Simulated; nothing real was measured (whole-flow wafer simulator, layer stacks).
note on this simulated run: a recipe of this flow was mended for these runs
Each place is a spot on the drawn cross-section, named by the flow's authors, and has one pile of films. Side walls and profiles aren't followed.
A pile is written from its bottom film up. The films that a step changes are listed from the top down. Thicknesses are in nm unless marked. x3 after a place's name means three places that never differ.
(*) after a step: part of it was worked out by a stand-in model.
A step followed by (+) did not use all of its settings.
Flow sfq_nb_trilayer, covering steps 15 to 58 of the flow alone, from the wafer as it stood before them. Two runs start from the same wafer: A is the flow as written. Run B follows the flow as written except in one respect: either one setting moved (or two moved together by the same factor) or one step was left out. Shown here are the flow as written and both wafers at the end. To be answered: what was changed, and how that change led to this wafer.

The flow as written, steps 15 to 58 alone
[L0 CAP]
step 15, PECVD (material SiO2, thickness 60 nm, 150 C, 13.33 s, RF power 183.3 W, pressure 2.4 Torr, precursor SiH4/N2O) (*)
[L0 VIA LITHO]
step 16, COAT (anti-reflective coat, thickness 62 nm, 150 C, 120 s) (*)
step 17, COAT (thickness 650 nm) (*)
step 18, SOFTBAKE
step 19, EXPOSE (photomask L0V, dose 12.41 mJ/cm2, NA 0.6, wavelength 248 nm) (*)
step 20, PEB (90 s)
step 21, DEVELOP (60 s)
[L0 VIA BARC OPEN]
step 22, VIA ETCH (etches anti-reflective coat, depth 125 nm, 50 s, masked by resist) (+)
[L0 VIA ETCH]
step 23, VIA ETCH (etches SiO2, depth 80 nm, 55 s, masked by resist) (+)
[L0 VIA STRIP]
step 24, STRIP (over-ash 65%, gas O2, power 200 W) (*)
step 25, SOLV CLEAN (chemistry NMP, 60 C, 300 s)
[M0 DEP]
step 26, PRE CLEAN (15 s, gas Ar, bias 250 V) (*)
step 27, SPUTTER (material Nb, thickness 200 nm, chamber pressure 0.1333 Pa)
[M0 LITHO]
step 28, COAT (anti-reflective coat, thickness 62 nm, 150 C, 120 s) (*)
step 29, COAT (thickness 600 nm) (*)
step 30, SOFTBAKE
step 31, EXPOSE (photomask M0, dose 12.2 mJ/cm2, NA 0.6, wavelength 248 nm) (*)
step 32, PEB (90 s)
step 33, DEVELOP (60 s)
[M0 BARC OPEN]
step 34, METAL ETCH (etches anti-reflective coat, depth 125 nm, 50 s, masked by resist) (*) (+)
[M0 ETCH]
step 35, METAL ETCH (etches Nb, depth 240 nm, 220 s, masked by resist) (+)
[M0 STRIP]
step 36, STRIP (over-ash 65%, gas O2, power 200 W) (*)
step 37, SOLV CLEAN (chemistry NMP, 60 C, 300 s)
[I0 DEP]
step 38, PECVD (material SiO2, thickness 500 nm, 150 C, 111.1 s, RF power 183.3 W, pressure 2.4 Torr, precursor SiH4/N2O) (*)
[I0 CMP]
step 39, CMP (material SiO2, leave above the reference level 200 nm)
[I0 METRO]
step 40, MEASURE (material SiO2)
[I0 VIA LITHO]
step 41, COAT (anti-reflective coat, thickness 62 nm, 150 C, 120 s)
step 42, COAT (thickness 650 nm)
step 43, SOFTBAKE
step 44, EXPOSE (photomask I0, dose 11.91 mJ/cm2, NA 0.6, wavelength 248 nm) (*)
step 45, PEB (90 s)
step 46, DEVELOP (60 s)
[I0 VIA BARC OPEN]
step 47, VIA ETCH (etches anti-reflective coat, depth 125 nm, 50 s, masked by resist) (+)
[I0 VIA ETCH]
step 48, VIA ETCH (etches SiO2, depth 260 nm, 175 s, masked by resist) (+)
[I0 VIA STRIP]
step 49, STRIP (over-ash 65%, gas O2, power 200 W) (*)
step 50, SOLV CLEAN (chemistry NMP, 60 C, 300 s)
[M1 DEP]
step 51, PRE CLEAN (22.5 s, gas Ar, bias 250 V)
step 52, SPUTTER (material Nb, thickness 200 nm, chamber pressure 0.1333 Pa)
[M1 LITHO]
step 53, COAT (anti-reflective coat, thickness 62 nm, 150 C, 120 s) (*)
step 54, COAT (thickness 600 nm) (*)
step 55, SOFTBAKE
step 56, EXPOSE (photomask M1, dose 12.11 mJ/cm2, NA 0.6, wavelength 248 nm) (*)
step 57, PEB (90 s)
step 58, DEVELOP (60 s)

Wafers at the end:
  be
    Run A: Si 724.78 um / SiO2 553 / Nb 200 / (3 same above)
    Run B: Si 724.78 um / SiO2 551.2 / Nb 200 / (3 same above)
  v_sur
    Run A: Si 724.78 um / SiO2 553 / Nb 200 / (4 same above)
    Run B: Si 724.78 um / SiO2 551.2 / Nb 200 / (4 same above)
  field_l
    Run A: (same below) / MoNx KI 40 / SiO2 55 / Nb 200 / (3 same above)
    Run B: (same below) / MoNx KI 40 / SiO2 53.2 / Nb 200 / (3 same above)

What caused this: step 15, PECVD: RF power 173.5 W was run, while the flow as written has RF power 183.3 W.

How this came from the change, step by step:
  step 15, PECVD (material SiO2, thickness 60 nm, 150 C, 13.33 s, RF power 183.3 W, pressure 2.4 Torr, precursor SiH4/N2O) (*)
      v_sur, via_wl, via_w and 97 more: A SiO2 gains 60 | B SiO2 gains 58.2
      field_l, l0_sur, l0v, l0r_line_l, l0r_line_c, l0r_line_r: A SiO2 gains 60 (new film) | B SiO2 gains 58.2 (new film)
  step 23, VIA ETCH (etches SiO2, depth 80 nm, 55 s, masked by resist) (+)
      l0v: A SiO2 loses 59.7 (all of it), MoNx KI loses 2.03 | B SiO2 loses 57.9 (all of it), MoNx KI loses 2.21
  step 28, COAT (anti-reflective coat, thickness 62 nm, 150 C, 120 s) (*)
      l0_sur: A anti-reflective coat gains 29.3 (new film) | B anti-reflective coat gains 29.9 (new film)
  step 36, STRIP (over-ash 65%, gas O2, power 200 W) (*)
      l0_sur: A KrF-resist-other-grade loses 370 (all of it), anti-reflective coat loses 29.3 (all of it) | B KrF-resist-other-grade loses 369.7 (all of it), anti-reflective coat loses 29.9 (all of it)
